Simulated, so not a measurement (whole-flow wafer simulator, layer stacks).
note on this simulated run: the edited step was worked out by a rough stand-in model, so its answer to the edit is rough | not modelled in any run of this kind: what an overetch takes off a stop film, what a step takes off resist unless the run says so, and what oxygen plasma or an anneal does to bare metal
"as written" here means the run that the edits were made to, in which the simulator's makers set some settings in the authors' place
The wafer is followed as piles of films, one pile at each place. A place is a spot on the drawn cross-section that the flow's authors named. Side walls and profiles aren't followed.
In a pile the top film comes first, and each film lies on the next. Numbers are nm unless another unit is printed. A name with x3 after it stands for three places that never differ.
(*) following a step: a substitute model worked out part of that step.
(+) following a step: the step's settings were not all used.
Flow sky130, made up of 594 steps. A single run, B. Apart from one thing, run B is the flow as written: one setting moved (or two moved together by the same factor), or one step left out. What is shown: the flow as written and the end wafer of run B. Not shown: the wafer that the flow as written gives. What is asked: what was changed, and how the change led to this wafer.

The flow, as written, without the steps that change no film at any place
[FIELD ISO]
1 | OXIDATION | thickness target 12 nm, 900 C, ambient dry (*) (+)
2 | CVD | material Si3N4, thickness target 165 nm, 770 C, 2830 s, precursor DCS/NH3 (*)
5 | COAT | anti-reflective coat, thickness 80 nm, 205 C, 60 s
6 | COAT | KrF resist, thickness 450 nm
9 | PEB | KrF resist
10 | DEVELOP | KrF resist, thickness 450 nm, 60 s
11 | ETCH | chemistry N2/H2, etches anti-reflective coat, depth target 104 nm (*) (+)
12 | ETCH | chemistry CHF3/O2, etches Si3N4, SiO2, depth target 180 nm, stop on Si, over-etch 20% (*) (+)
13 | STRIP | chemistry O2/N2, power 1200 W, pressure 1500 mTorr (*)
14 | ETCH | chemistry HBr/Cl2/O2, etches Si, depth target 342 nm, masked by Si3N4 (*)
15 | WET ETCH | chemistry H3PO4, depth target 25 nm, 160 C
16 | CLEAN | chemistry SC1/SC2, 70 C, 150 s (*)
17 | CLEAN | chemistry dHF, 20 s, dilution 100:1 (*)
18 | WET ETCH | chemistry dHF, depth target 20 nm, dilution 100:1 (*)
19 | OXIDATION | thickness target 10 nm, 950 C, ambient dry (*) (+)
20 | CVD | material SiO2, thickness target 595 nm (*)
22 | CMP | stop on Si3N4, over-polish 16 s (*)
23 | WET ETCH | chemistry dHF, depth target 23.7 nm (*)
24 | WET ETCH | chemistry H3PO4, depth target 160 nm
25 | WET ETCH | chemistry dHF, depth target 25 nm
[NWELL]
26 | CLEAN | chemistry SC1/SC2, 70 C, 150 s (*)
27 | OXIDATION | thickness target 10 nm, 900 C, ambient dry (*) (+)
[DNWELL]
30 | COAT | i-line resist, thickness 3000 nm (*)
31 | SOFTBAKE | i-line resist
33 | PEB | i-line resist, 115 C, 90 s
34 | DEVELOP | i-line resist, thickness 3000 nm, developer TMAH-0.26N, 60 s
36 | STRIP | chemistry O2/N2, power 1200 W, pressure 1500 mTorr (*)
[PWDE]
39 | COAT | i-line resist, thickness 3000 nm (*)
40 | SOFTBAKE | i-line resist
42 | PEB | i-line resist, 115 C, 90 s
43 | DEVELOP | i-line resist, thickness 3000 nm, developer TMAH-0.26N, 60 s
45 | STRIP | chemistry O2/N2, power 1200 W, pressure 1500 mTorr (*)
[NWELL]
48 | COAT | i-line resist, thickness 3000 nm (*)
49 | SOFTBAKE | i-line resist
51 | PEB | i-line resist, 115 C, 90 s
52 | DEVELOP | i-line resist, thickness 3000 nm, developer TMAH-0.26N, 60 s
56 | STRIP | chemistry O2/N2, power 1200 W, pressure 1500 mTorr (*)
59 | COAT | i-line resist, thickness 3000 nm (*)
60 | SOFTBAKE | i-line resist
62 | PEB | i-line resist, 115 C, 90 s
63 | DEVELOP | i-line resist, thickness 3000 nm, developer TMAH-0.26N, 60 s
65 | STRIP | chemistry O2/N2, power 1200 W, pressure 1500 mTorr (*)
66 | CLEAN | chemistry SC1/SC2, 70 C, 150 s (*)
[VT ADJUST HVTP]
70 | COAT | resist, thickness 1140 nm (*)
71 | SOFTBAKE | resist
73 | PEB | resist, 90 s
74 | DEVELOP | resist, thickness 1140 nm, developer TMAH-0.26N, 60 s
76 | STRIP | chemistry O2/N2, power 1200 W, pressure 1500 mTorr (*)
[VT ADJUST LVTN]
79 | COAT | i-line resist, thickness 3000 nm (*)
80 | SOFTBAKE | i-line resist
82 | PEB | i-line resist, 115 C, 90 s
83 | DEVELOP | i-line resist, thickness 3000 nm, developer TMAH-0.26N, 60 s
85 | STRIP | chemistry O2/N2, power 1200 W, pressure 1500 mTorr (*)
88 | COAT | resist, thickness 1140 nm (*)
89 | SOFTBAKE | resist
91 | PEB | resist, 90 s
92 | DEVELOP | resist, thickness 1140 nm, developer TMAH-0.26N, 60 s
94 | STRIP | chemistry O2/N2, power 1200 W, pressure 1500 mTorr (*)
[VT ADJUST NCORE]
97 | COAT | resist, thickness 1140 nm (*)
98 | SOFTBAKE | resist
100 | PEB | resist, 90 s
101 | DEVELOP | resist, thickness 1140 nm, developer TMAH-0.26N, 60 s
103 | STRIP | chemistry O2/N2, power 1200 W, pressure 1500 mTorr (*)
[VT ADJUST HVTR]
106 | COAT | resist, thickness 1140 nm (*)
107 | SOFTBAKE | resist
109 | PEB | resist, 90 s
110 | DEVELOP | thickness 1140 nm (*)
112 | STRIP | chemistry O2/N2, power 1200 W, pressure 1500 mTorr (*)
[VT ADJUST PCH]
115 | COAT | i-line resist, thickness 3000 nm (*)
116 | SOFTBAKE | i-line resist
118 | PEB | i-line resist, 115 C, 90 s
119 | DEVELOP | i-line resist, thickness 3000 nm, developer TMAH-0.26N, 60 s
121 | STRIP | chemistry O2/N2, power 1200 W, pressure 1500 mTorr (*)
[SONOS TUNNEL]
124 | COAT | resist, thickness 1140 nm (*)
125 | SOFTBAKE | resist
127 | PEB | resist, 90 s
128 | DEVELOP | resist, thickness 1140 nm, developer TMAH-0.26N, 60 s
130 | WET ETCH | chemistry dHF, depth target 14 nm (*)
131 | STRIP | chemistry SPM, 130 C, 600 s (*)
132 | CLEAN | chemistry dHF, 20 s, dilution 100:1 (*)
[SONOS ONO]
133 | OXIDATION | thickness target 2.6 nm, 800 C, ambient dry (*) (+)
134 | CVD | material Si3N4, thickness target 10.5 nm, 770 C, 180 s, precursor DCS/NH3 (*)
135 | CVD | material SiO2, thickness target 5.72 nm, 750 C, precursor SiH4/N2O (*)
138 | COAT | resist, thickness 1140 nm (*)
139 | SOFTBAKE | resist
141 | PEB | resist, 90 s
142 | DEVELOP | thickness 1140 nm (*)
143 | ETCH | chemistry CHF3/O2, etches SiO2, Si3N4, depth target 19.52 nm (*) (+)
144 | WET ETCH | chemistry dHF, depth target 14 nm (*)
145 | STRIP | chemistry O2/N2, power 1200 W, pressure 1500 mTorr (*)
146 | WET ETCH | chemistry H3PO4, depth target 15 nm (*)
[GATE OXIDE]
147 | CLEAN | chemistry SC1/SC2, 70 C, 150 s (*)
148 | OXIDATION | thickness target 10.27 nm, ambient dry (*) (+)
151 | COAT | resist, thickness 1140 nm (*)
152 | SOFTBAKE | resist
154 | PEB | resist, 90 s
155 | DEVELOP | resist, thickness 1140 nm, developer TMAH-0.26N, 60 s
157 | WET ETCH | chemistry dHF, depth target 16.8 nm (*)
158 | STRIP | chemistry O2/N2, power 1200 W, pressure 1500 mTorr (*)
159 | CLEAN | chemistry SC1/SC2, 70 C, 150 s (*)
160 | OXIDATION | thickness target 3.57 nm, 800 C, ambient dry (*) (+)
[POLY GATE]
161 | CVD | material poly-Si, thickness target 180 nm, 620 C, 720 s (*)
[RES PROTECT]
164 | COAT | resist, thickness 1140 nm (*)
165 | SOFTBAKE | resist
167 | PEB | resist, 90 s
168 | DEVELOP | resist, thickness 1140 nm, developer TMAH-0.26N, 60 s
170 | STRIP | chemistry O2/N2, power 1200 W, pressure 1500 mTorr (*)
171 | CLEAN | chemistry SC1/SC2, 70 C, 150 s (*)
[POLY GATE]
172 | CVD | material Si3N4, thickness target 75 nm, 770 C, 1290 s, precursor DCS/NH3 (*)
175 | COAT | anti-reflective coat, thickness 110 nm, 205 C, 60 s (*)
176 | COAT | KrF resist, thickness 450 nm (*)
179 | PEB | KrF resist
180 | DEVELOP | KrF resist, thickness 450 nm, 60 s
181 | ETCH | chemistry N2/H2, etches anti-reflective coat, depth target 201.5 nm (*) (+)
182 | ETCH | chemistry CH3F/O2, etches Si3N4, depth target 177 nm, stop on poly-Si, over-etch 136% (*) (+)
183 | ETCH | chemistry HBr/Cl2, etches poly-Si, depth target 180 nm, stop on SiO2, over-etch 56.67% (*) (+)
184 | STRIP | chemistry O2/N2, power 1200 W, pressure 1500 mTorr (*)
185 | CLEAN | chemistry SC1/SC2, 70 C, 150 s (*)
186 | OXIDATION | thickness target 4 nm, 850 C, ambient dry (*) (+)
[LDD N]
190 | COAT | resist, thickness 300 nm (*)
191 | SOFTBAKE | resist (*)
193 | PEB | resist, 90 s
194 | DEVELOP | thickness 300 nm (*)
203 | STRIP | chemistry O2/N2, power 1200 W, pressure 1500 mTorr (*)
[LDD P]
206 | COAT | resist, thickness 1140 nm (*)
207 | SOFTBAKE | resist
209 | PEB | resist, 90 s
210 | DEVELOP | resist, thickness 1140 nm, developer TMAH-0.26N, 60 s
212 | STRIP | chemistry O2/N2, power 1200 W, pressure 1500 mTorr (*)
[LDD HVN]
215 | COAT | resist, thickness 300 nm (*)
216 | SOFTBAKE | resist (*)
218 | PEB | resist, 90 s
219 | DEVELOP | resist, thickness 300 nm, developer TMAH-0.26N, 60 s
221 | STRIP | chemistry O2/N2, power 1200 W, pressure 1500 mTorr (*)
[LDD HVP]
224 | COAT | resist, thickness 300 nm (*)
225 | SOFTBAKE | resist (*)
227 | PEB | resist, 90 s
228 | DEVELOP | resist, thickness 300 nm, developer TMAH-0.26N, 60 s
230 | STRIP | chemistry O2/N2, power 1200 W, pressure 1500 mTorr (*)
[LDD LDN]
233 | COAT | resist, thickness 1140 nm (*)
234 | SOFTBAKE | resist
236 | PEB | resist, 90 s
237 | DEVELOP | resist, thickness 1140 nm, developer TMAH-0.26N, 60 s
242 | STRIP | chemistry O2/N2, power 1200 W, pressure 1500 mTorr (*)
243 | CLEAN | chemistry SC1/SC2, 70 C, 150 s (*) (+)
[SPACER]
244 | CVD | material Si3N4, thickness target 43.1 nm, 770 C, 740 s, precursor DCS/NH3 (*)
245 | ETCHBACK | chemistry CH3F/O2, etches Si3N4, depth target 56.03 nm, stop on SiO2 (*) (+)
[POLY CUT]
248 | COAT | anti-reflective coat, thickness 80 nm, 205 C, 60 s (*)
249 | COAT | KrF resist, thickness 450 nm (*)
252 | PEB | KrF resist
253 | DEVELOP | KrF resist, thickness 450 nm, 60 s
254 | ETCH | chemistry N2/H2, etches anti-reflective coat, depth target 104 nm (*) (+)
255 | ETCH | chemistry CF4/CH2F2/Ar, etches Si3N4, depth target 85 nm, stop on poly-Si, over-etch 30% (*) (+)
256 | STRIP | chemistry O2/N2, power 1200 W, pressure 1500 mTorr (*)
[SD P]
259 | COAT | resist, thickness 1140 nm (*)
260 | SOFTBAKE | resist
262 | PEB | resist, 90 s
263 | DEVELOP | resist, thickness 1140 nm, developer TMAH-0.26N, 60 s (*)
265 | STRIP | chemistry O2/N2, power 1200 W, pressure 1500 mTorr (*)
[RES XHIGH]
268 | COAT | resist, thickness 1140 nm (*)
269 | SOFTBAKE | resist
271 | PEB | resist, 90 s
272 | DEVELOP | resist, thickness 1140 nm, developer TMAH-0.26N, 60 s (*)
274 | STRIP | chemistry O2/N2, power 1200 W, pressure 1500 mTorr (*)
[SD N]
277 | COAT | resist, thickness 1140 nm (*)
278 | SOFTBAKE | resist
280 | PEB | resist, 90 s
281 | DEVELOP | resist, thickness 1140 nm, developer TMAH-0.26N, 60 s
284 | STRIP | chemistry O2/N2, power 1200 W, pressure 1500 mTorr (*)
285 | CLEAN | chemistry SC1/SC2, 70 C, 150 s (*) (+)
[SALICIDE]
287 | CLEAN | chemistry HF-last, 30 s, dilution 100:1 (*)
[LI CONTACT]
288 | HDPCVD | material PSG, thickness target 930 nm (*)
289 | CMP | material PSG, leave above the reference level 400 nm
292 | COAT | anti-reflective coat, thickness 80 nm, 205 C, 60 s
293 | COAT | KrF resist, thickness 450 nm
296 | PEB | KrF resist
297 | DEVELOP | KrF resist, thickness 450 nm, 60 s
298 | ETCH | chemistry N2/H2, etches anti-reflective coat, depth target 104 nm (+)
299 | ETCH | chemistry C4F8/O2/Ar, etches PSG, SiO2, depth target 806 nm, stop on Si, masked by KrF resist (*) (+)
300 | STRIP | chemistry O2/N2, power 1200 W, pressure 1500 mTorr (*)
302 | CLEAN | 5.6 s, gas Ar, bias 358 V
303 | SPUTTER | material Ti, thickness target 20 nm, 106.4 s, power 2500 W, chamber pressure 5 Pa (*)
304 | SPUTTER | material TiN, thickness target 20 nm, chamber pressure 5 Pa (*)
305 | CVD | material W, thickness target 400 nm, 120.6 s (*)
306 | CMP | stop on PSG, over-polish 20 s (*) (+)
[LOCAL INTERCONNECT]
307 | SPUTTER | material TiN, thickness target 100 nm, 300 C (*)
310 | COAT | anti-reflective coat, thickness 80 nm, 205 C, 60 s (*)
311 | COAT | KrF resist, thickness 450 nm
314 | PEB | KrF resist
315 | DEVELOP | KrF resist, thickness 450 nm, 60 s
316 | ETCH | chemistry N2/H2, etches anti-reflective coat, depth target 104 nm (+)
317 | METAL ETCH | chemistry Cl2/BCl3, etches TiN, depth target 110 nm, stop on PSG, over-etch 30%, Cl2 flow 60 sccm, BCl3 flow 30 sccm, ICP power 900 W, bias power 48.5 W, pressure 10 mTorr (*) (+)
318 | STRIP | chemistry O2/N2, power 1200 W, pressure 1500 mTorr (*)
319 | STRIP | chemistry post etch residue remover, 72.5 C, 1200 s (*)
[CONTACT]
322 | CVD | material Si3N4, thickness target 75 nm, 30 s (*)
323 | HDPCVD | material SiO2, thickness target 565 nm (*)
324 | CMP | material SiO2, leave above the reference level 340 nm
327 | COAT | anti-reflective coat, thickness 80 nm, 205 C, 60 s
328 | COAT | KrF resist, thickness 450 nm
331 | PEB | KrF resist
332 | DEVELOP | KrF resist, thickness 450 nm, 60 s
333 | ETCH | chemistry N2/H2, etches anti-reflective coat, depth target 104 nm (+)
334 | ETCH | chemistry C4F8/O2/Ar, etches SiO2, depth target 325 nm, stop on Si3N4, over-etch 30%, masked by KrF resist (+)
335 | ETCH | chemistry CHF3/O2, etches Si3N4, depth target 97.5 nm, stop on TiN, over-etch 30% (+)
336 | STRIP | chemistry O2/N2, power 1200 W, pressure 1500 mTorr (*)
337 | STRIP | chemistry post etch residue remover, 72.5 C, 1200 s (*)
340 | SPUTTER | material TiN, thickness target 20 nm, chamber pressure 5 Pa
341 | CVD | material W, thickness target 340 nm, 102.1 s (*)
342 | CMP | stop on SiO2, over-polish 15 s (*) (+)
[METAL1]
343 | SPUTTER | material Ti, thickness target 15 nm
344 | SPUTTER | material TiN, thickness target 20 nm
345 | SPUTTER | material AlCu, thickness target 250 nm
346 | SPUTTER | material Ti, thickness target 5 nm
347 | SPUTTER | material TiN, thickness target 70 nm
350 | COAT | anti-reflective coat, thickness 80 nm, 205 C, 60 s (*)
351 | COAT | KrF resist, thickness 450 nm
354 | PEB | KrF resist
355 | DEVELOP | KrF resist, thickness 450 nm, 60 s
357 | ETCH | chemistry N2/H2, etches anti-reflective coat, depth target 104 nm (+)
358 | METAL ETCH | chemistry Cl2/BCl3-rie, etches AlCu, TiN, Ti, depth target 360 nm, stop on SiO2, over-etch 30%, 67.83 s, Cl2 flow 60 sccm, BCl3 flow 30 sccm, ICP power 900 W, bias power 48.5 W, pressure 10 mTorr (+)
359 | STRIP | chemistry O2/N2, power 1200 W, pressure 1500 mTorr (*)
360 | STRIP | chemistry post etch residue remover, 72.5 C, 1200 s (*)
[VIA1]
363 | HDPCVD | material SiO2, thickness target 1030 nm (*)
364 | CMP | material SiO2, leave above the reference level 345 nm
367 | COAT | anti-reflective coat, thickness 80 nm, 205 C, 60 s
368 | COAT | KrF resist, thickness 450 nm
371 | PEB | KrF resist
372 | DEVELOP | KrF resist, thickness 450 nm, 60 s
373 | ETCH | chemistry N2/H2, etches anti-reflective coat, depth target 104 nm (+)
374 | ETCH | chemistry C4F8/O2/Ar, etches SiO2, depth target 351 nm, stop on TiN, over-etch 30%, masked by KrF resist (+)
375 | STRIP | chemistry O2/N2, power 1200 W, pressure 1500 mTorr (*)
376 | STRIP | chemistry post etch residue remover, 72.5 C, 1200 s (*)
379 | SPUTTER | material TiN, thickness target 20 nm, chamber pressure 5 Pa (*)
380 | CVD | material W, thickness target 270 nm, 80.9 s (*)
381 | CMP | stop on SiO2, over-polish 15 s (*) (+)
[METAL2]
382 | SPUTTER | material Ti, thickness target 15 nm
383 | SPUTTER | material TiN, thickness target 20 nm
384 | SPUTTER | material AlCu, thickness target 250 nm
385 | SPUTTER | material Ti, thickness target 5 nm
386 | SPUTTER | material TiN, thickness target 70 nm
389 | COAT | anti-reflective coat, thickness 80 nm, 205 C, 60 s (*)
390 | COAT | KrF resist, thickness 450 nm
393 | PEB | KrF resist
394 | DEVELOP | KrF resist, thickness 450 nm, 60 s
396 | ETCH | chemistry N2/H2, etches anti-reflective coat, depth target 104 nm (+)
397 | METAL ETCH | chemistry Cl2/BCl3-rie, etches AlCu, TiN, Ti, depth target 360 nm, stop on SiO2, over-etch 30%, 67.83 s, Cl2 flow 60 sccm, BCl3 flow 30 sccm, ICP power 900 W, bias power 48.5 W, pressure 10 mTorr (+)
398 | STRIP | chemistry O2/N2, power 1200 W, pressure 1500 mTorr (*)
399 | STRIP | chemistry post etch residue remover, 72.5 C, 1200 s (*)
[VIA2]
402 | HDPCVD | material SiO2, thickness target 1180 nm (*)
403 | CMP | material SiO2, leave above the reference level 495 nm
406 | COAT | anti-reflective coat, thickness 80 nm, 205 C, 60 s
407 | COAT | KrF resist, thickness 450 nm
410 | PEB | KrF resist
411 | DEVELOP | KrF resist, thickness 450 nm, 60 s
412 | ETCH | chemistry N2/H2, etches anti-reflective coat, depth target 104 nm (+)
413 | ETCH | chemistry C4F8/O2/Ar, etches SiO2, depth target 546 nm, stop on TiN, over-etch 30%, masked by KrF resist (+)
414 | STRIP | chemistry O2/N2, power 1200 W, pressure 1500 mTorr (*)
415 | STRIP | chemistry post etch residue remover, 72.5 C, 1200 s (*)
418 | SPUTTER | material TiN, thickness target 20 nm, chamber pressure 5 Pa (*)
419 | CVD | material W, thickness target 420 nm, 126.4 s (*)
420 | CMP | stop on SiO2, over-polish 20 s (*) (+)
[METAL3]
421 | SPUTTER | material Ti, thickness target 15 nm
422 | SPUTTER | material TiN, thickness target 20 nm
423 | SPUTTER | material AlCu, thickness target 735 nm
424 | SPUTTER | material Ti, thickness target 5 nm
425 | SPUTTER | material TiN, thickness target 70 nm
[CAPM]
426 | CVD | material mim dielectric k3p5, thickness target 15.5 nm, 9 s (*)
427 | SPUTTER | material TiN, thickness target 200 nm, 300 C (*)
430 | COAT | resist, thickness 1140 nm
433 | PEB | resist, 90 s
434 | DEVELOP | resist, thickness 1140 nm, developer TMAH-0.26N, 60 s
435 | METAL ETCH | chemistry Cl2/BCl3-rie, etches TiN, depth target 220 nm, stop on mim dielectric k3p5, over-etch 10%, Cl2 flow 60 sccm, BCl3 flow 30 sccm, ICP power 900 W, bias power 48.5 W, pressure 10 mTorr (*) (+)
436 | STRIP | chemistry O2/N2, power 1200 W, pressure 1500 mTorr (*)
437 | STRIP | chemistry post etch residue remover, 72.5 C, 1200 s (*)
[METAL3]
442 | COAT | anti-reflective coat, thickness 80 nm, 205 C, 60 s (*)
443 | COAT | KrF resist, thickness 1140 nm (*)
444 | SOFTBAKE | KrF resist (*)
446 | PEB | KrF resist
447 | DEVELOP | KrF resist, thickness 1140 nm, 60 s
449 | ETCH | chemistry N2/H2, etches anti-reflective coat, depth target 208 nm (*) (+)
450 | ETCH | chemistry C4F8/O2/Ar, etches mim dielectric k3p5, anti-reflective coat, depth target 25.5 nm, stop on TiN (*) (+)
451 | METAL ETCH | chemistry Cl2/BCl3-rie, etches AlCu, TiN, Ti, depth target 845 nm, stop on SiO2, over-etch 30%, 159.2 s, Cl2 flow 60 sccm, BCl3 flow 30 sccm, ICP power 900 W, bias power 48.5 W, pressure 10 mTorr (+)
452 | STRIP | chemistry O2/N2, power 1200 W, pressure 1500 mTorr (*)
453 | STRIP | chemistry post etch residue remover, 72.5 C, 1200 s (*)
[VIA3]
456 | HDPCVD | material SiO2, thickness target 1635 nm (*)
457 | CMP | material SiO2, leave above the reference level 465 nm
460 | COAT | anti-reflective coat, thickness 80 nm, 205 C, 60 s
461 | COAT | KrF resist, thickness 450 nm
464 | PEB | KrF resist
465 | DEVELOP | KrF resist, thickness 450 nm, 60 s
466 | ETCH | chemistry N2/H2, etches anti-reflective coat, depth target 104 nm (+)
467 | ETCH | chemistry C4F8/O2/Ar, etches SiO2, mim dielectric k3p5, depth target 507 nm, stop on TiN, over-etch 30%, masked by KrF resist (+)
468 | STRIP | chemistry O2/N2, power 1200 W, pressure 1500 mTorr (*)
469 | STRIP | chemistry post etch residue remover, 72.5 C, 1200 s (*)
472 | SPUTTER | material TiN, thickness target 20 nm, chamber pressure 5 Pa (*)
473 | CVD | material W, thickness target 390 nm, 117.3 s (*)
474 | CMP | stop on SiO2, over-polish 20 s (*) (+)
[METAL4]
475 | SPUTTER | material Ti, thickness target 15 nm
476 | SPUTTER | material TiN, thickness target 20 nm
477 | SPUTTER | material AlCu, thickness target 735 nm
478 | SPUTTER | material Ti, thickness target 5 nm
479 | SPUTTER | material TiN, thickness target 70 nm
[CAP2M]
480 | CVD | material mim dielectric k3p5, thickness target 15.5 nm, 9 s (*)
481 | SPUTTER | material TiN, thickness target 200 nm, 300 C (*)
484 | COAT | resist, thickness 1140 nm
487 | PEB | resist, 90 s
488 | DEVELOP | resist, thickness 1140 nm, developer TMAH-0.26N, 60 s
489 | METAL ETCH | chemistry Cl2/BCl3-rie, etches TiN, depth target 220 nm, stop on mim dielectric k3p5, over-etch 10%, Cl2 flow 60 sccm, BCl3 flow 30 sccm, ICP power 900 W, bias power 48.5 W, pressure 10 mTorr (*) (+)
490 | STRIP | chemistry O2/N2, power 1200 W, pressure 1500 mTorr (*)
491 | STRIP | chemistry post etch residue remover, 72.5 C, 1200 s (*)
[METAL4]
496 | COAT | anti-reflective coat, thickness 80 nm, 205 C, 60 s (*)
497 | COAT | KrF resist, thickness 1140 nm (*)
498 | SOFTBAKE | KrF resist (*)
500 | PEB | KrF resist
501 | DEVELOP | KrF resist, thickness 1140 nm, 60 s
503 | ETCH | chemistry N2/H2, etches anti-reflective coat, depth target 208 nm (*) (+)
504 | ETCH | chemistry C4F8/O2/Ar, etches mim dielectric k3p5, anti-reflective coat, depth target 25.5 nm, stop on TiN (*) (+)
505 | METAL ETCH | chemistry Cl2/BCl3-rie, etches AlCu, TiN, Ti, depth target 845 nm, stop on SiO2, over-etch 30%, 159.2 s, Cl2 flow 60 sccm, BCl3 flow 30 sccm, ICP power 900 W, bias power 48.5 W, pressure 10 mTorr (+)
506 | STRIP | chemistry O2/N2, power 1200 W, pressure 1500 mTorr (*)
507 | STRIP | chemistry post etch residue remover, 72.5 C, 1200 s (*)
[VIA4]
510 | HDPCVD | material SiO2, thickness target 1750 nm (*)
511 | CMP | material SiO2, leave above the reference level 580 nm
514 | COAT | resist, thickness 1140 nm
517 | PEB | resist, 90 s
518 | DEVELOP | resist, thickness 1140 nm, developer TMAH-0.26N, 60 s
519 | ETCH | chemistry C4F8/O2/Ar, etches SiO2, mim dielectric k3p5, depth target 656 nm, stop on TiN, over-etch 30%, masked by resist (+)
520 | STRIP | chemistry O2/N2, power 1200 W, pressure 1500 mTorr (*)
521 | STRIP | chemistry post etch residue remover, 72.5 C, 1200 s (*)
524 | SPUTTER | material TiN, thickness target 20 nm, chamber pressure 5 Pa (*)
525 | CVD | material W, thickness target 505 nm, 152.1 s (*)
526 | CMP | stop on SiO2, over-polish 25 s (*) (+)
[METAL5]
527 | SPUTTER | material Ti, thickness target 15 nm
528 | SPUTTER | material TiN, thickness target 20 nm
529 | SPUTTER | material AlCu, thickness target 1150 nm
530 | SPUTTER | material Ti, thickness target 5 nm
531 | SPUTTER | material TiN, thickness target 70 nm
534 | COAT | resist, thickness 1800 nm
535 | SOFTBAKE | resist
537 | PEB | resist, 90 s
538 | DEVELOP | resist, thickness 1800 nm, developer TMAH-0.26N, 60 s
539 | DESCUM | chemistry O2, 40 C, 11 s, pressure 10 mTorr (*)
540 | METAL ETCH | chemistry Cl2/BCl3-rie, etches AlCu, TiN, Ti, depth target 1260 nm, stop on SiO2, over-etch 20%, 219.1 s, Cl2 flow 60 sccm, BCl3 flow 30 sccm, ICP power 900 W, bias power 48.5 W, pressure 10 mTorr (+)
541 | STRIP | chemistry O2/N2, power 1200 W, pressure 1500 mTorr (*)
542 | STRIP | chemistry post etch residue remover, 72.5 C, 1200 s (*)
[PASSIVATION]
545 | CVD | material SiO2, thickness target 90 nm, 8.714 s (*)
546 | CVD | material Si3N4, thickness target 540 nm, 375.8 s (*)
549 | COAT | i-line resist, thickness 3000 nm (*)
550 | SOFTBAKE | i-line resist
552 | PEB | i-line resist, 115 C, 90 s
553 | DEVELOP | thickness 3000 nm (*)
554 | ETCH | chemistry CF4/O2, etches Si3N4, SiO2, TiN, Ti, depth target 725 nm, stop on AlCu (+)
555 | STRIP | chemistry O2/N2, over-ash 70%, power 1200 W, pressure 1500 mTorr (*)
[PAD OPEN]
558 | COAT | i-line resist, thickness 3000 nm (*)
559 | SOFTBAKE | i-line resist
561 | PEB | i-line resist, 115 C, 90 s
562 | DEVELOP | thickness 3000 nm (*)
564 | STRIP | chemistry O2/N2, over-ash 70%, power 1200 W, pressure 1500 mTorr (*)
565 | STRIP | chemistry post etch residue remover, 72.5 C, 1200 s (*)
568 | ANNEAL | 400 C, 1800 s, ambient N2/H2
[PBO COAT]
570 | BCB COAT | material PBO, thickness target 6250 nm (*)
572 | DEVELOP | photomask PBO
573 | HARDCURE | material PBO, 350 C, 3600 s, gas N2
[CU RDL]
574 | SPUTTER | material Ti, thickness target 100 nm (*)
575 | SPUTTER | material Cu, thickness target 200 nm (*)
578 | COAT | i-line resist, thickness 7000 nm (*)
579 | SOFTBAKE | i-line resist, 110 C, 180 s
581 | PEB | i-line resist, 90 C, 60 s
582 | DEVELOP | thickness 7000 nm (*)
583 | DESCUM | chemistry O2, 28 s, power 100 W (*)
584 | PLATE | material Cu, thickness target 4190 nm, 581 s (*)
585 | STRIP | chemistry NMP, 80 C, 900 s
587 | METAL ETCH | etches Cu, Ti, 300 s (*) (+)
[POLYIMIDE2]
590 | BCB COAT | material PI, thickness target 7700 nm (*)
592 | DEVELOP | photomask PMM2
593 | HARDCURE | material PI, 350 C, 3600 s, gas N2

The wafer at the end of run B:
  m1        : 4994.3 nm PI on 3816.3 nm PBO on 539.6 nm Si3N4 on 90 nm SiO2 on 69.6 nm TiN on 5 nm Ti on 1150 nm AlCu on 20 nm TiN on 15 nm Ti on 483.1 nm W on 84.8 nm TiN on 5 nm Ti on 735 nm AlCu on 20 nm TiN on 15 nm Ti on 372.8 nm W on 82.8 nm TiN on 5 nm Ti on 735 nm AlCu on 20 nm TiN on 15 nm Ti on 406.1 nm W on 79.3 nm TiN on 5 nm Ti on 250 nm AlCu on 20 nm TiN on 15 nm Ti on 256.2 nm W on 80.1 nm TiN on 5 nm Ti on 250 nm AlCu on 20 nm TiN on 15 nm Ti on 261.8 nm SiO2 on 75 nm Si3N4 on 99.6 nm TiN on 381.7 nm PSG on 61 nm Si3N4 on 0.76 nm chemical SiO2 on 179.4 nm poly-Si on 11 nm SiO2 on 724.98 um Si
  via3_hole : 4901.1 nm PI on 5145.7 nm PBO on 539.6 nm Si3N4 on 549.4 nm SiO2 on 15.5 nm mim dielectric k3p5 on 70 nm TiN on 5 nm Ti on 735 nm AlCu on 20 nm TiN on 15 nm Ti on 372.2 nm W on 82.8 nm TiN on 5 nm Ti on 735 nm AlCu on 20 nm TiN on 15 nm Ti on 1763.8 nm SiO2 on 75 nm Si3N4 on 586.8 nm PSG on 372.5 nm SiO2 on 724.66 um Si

The reason: step 472, SPUTTER: thickness target 25 nm was run, whereas the flow has thickness target 20 nm.

How this came from the change, step by step:
  472 | SPUTTER | material TiN, thickness target 20 nm, chamber pressure 5 Pa (*)
      field, active, n_well and 187 more: +25 TiN (new film) (it would be, as written: +20 TiN (new film))
      m1, via3_hole: +13.2 TiN (it would be, as written: +10.6 TiN)
  474 | CMP | stop on SiO2, over-polish 20 s (*) (+)
      field, active, n_well and 187 more: -390 W (all of it), -25 TiN (all of it), -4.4 SiO2 (it would be, as written: -390 W (all of it), -20 TiN (all of it), -4.4 SiO2)
